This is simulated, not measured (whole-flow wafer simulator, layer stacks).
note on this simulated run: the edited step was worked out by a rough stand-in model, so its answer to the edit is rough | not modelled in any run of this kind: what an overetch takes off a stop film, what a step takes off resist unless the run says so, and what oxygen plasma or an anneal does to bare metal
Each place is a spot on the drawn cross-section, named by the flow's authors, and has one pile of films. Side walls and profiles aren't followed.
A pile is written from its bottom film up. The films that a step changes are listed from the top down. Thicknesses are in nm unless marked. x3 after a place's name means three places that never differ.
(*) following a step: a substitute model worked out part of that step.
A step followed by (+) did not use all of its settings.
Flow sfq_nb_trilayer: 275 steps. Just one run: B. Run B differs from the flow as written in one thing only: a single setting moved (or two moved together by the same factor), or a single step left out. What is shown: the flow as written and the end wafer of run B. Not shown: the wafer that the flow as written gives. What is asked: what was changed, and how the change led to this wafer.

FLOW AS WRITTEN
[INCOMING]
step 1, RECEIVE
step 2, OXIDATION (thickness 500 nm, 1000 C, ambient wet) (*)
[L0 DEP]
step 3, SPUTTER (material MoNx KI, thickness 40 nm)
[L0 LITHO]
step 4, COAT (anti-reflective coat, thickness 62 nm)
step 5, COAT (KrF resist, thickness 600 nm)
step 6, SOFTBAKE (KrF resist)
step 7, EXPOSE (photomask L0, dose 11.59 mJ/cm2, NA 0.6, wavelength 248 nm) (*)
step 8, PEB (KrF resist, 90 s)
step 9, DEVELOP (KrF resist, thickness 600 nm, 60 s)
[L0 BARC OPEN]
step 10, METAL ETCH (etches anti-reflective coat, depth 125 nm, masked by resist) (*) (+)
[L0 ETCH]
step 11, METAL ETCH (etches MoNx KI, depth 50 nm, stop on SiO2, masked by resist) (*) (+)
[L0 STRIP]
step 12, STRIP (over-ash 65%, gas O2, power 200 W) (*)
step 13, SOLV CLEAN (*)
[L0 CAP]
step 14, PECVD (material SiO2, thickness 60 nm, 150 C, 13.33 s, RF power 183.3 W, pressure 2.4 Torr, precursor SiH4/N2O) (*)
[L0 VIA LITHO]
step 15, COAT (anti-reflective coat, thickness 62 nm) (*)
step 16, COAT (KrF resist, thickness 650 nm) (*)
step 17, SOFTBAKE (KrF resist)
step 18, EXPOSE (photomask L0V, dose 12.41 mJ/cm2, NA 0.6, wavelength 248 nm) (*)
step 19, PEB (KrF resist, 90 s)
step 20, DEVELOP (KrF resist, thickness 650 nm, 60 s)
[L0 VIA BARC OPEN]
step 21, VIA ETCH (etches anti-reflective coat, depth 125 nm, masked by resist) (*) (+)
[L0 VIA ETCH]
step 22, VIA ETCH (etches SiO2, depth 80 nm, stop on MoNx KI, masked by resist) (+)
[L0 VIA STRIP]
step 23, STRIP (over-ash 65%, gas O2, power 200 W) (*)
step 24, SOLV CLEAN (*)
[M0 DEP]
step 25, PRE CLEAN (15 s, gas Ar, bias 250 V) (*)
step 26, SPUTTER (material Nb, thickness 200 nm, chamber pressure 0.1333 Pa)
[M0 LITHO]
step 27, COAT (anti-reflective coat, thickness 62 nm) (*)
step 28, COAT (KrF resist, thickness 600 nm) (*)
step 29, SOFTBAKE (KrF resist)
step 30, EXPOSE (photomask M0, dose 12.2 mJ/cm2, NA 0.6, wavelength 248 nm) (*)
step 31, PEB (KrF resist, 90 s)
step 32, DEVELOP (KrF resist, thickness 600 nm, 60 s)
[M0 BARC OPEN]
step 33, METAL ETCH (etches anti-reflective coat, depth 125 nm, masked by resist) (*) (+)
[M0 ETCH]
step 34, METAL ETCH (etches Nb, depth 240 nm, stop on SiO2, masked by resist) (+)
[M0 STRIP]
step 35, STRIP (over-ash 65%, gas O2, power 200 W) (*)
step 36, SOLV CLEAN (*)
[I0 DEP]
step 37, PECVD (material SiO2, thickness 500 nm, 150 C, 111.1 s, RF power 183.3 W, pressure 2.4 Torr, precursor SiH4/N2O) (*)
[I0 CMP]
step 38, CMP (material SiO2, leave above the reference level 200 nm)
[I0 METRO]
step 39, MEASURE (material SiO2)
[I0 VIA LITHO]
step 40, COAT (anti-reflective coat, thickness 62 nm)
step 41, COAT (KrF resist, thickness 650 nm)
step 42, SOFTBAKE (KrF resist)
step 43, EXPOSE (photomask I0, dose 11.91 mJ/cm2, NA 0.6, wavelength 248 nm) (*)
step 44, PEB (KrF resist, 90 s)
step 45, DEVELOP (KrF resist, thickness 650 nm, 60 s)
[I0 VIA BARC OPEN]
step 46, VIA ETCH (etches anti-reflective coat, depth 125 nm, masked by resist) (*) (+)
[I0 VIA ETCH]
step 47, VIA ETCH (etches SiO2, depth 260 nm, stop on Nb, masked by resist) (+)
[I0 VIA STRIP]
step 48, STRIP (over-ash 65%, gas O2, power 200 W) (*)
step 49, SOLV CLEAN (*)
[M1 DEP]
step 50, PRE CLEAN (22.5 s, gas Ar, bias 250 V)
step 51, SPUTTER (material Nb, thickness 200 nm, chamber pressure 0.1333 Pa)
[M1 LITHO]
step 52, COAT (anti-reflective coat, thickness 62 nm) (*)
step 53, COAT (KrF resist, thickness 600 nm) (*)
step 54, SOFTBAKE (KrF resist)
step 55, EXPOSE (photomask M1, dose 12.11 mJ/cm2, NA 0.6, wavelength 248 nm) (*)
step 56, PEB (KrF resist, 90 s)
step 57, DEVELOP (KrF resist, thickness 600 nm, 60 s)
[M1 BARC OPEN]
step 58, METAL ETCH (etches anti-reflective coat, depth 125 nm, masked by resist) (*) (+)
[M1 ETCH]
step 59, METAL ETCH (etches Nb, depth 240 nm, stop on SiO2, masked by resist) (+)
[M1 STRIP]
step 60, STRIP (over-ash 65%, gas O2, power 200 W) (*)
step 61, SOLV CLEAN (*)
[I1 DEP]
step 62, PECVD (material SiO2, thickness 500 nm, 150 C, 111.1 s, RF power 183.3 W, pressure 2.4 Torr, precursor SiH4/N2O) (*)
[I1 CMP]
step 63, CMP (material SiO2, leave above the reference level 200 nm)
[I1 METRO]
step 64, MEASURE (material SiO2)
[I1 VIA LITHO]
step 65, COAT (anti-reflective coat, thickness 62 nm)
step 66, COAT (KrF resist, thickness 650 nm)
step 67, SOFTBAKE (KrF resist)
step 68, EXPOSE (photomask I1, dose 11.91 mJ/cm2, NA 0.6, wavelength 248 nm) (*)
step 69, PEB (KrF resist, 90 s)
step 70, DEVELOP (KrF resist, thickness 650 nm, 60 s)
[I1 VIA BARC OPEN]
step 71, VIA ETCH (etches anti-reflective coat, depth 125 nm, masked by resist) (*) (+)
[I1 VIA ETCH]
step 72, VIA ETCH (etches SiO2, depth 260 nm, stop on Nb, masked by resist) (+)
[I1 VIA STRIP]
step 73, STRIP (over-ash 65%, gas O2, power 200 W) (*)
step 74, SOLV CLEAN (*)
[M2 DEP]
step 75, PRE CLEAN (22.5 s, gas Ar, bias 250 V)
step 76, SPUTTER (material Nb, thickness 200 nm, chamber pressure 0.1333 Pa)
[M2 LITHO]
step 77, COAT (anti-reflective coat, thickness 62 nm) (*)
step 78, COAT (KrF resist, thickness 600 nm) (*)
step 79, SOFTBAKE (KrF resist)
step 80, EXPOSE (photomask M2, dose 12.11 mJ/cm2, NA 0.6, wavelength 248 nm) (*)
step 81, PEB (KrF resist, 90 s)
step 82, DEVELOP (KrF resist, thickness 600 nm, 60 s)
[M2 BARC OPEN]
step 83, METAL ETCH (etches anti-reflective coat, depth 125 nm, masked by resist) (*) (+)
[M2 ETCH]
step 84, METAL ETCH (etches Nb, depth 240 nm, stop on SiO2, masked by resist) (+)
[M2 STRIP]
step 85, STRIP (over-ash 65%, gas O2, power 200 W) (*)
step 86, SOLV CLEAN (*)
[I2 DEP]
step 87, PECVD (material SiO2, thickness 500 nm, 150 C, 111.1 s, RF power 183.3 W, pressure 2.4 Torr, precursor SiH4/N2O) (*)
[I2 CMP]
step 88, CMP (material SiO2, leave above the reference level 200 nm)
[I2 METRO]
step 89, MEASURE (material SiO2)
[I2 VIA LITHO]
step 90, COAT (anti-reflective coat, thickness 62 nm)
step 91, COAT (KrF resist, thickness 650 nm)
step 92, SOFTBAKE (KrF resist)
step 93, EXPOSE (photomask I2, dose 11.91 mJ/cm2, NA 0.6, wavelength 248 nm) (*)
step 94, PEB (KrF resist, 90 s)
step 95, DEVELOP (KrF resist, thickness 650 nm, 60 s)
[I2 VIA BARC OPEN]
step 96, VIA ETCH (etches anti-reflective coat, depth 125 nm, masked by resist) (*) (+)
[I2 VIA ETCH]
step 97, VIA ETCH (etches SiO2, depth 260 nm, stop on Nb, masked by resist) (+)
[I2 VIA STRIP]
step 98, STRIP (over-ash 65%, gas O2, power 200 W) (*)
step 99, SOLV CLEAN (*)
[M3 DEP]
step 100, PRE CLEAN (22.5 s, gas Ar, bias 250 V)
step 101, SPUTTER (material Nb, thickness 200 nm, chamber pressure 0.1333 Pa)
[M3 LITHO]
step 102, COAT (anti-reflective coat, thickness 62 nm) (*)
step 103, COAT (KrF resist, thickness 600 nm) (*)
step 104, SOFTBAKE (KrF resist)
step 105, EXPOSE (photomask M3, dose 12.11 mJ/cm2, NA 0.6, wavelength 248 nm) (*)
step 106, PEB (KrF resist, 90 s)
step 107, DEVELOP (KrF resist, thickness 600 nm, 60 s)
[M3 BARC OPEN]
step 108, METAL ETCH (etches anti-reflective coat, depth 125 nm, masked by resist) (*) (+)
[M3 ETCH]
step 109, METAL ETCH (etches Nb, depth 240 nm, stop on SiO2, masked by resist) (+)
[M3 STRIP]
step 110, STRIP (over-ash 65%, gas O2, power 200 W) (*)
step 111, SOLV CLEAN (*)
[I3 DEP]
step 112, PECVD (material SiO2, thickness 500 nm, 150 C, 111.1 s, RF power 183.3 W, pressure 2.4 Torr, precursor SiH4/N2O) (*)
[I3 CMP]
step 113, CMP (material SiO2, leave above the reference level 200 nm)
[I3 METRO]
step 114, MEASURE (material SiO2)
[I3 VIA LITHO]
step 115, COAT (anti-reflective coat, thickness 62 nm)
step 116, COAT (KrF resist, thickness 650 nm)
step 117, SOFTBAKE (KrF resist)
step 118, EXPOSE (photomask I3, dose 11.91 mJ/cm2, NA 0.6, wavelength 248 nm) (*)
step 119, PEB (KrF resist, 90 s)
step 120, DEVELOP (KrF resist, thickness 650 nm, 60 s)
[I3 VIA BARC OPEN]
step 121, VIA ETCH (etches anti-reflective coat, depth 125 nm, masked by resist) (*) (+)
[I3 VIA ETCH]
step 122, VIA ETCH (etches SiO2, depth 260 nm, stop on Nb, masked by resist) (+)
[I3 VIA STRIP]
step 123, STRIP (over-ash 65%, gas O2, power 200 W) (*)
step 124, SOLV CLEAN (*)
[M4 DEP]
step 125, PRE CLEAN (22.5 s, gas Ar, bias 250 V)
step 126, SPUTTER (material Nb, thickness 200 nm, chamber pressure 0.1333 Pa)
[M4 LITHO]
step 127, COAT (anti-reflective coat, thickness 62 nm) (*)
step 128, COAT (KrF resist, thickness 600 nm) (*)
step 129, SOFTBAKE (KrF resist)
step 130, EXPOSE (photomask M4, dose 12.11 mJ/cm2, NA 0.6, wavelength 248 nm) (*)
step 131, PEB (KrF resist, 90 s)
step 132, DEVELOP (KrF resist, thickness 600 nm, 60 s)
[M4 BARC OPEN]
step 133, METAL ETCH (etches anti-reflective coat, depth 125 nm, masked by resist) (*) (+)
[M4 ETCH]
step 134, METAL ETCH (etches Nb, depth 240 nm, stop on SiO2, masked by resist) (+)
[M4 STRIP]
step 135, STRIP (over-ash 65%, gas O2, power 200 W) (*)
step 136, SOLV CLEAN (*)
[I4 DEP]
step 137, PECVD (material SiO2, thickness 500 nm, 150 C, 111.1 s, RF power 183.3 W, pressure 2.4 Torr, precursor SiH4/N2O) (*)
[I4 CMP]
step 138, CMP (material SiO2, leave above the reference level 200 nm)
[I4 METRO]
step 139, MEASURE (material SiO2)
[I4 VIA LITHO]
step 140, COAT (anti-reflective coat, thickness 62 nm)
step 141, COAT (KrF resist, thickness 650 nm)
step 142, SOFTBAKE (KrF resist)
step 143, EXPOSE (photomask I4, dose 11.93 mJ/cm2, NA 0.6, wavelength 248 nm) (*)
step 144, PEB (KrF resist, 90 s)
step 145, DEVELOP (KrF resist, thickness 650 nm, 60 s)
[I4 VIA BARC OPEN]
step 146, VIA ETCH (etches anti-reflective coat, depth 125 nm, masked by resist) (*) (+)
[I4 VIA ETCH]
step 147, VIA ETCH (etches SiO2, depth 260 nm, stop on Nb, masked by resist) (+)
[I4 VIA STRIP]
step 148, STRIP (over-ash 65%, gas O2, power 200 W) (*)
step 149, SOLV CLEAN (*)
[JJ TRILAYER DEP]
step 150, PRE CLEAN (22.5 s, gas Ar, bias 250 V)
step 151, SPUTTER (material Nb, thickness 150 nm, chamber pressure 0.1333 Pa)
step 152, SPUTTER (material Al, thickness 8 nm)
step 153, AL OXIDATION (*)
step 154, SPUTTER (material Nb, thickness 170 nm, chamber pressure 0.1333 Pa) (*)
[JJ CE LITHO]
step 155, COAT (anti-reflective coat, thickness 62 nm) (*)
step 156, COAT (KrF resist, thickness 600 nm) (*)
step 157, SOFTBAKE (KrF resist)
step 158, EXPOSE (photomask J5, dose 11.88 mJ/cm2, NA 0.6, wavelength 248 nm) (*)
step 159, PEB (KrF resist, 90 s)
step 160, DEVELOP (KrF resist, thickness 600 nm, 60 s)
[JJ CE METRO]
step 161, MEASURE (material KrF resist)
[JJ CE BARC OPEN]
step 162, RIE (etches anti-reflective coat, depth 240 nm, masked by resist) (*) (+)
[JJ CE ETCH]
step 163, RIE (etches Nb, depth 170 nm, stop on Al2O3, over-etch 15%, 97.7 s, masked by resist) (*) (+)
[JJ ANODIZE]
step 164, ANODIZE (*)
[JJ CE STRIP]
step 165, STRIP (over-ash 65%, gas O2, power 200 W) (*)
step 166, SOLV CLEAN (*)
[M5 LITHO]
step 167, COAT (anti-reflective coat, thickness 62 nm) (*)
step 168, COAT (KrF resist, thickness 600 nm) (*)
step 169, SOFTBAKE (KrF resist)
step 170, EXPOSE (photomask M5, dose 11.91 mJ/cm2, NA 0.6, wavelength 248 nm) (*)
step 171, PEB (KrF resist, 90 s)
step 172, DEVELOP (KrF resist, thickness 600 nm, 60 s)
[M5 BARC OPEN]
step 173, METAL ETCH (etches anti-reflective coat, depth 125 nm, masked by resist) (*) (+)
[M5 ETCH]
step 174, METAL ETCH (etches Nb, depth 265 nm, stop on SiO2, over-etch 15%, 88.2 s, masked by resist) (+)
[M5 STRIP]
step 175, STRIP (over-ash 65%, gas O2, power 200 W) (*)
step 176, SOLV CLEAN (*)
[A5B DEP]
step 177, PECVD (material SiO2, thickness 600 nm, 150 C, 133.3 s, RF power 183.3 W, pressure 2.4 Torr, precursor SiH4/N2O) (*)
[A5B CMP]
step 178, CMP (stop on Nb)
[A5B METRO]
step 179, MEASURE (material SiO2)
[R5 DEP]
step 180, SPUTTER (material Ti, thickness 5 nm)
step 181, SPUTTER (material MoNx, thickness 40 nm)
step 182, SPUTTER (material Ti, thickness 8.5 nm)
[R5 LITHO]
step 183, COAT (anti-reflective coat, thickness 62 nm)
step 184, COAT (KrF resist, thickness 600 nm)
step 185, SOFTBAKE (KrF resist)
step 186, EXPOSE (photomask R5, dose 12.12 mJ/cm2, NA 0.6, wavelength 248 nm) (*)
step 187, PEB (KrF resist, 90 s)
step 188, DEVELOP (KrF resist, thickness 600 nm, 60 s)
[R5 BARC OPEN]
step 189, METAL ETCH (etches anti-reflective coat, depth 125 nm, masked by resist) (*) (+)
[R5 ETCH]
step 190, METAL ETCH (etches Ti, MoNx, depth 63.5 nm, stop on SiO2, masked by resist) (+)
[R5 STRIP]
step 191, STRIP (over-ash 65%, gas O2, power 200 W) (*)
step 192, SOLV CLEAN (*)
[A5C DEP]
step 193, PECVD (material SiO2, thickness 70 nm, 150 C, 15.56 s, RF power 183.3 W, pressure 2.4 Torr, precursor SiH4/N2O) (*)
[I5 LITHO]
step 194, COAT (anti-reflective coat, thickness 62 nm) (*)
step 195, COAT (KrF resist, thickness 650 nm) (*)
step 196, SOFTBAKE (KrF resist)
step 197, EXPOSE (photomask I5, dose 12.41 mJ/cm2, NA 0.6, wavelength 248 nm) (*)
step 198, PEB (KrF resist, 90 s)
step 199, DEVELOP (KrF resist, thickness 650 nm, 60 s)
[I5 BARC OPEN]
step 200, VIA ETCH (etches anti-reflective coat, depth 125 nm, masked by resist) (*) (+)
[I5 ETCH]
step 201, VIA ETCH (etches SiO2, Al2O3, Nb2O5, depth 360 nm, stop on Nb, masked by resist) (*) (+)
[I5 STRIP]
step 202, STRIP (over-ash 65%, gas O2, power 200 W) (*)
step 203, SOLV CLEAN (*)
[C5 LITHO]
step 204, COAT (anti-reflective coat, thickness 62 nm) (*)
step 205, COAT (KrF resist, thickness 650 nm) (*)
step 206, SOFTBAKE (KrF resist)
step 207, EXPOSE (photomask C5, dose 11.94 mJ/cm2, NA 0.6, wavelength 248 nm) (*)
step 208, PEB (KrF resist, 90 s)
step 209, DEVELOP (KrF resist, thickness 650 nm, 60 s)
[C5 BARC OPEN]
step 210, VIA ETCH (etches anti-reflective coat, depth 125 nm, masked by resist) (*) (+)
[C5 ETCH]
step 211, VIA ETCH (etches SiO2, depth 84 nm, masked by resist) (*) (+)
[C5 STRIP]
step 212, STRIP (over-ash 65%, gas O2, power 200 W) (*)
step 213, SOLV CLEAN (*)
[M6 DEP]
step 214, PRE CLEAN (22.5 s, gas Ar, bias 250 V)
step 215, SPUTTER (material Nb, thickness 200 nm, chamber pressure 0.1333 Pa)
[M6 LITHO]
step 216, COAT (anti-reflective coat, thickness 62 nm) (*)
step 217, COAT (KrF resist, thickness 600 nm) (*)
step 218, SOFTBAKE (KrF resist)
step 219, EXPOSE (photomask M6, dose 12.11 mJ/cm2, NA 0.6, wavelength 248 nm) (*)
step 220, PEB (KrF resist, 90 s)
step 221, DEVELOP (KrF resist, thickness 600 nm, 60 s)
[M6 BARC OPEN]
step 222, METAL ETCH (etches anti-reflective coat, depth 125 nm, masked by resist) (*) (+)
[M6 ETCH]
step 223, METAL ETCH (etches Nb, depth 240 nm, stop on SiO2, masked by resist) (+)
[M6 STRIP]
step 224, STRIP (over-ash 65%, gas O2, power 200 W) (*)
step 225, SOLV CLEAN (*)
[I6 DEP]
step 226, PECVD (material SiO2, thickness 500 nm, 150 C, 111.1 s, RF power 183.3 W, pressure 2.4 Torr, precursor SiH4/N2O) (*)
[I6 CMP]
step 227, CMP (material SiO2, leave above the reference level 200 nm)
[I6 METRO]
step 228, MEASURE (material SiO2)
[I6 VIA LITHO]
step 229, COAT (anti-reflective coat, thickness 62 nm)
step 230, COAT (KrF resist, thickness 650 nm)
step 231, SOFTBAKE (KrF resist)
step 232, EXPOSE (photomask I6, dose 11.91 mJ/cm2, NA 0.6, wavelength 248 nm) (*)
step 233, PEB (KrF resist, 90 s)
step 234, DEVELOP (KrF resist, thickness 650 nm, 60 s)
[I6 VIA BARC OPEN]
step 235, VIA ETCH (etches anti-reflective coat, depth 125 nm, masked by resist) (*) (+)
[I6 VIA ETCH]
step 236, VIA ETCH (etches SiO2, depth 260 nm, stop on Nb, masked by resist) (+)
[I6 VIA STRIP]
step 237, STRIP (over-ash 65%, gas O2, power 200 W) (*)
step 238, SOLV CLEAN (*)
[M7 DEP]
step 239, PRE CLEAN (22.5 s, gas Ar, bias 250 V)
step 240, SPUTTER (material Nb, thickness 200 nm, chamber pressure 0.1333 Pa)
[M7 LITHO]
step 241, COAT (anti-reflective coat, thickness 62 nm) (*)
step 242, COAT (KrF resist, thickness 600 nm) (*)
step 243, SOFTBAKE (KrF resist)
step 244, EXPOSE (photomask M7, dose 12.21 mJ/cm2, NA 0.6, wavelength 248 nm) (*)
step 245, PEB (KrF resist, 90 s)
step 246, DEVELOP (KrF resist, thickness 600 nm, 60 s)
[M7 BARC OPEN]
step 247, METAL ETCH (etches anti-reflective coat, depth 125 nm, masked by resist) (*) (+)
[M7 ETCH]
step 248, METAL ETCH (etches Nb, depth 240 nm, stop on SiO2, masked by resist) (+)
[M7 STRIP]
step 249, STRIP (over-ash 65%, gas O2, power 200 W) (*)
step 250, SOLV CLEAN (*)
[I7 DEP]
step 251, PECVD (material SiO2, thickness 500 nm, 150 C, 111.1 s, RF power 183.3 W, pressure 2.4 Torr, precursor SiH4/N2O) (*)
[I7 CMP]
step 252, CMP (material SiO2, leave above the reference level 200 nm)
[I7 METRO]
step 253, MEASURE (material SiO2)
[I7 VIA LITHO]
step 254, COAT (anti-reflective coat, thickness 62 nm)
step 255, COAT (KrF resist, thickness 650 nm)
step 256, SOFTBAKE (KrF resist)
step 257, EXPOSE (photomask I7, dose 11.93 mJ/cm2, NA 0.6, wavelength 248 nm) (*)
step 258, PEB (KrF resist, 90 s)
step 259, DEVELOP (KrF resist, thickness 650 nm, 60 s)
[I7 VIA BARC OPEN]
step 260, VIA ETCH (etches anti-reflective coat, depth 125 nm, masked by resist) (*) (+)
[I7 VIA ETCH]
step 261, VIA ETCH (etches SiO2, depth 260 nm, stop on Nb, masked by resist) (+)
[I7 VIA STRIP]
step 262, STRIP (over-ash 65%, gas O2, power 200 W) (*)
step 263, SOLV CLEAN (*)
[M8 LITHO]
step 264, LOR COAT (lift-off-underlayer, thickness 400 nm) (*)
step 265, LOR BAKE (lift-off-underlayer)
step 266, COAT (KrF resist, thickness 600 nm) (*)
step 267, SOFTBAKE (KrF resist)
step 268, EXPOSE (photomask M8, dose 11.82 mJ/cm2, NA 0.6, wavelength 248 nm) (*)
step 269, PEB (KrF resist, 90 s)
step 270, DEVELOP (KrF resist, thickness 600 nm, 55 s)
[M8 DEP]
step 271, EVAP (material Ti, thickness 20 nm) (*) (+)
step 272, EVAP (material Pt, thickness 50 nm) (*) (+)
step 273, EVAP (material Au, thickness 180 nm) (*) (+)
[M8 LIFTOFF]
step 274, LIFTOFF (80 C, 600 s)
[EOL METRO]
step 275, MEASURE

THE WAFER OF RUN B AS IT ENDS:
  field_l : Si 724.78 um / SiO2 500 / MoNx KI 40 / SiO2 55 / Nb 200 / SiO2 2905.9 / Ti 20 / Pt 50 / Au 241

Cause: step 273, EVAP: thickness 241 nm was run, though the flow has thickness 180 nm.
The wafer itself shows it: field_l has Au 241, and step 273 as written asks for 180 nm.

Step by step, how the change led to this:
  step 273, EVAP (material Au, thickness 180 nm) (*) (+)
      field_l, v_sur, via_wl and 103 more: +241 Au (new film) (it would be, as written: +180 Au (new film))
  step 274, LIFTOFF (80 C, 600 s)
      p4_fl, p4_fm, p4_w1 and 71 more: -241 Au (all of it), -50 Pt (all of it), -20 Ti (all of it), -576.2 KrF resist (all of it), -400 lift-off-underlayer (all of it) (it would be, as written: -180 Au (all of it), -50 Pt (all of it), -20 Ti (all of it), -576.2 KrF resist (all of it), -400 lift-off-underlayer (all of it))
      c5j, ce_r: -241 Au (all of it), -50 Pt (all of it), -20 Ti (all of it), -573.3 KrF resist (all of it), -399.3 lift-off-underlayer (all of it) (it would be, as written: -180 Au (all of it), -50 Pt (all of it), -20 Ti (all of it), -573.3 KrF resist (all of it), -399.3 lift-off-underlayer (all of it))
      (and at 19 other places as well)
